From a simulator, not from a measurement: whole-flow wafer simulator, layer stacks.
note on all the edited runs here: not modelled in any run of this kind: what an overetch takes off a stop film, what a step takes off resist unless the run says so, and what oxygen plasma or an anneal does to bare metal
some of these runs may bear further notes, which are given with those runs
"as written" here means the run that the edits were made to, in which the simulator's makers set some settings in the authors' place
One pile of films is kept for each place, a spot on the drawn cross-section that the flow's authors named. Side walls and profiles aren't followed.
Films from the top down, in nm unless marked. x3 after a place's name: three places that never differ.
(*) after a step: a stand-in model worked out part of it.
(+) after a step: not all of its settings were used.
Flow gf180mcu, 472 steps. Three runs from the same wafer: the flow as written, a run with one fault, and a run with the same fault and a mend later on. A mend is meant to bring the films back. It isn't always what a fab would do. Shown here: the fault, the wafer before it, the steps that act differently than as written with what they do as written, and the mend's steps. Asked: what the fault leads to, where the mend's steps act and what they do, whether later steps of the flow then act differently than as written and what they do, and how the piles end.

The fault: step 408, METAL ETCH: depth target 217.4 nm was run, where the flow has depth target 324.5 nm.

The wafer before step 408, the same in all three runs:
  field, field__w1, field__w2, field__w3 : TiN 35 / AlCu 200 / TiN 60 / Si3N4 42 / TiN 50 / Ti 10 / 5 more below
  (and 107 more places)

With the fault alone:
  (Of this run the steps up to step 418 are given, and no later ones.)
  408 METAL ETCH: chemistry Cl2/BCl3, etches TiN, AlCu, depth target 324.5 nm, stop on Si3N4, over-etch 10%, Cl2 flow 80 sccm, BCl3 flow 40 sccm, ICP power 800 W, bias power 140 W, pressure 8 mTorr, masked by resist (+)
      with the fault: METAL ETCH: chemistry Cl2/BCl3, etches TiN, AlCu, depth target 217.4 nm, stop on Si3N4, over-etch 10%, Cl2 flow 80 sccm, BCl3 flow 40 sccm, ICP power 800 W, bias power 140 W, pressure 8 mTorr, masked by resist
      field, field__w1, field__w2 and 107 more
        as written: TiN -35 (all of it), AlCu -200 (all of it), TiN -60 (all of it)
        with the fault: TiN -35 (all of it), AlCu -182.4
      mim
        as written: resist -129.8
        with the fault: resist -87
  Later steps of the flow that act differently than as written (1 more step differs only slightly, by at most 2% or 0.5 nm, whichever is larger, and isn't shown):
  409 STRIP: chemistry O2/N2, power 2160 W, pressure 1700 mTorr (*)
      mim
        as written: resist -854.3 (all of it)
        with the fault: resist -897.2 (all of it)
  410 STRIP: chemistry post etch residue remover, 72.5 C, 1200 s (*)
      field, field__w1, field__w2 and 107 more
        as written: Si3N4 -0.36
        with the fault: AlCu -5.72
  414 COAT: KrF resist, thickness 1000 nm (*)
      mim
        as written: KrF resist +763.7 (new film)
        with the fault: KrF resist +819.4 (new film)
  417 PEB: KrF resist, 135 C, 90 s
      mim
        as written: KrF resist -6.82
        with the fault: KrF resist -7.7
  After step 418 the piles differ from the flow's by more than 2% or 0.5 nm, whichever is larger, at field, field__w1, field__w2 and 109 more.
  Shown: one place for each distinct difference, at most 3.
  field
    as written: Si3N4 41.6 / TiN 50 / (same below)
    with the fault: AlCu 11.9 / TiN 60 / Si3N4 42 / TiN 50 / (same below)
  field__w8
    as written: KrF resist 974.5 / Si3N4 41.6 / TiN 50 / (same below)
    with the fault: KrF resist 974.5 / AlCu 11.9 / TiN 60 / Si3N4 42 / TiN 50 / (same below)
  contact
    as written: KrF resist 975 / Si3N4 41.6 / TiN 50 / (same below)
    with the fault: KrF resist 974.9 / AlCu 11.9 / TiN 60 / Si3N4 42 / TiN 50 / (same below)

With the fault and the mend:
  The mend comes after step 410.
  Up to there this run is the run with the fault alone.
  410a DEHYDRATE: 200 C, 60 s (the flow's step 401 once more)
      changes no film at any place that is followed
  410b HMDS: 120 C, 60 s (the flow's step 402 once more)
      changes no film at any place that is followed
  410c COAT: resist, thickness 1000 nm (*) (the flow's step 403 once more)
      field__w8, m1__w1, iso_ptap_pw and 39 more
        resist +1000 (new film)
      field_sub__w1, field_sub__w5, n_well, sd_p, gate_p, m1, nw_enc_fld_lv, nw_enc_fld_lv__w3
        resist +1000.8 (new film)
      p_well, sti, spacer, sd_n, mim_1p0, pad, dice_street
        resist +1000.5 (new film)
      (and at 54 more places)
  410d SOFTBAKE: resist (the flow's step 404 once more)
      field__w9, nplus_u
        resist -0.2
      field__w2
        resist +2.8
      field__w3
        resist +2.94
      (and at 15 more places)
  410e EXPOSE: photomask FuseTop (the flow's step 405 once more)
      changes no film at any place that is followed
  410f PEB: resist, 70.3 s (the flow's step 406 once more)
      field, field__w1, field__w5 and 95 more
        resist -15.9
      field__w2, field__w3, field__w12, pplus_u, ppoly_sal, nw_enc_fld_lv__w1, nw_enc_fld_lv__w4
        resist -16
      field__w7, ppoly_u, npoly_sal
        resist -16.1
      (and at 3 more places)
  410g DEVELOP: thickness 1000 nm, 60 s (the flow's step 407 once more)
      field__w8, m1__w1, iso_ptap_pw and 39 more
        resist -984.1 (all of it)
      field, ld_acc_p, ld_fp_p, ld_drift_p, ld_drn_p, ld_body_p_dnw, m1_nw
        resist -985.4 (all of it)
      p_well, sti, spacer, sd_n, mim_1p0, pad, dice_street
        resist -984.6 (all of it)
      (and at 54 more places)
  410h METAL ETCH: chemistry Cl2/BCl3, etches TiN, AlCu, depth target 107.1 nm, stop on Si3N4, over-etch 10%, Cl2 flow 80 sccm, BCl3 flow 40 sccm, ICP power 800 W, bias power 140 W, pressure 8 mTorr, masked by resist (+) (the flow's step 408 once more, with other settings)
      field, field__w1, field__w2 and 107 more
        AlCu -11.9 (all of it), TiN -60 (all of it)
      mim
        resist -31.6
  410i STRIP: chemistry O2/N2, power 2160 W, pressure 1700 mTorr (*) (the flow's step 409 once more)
      mim
        resist -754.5 (all of it)
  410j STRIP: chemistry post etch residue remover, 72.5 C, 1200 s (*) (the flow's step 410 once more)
      field, field__w1, field__w2 and 107 more
        Si3N4 -0.36
      mim
        TiN -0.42
  No later step of the flow acts differently than as written, at any place that is followed, by more than 2% or 0.5 nm, whichever is larger.
  At the end the piles differ from the flow's only slightly at the places that both follow, by at most 2% or 0.5 nm, whichever is larger.
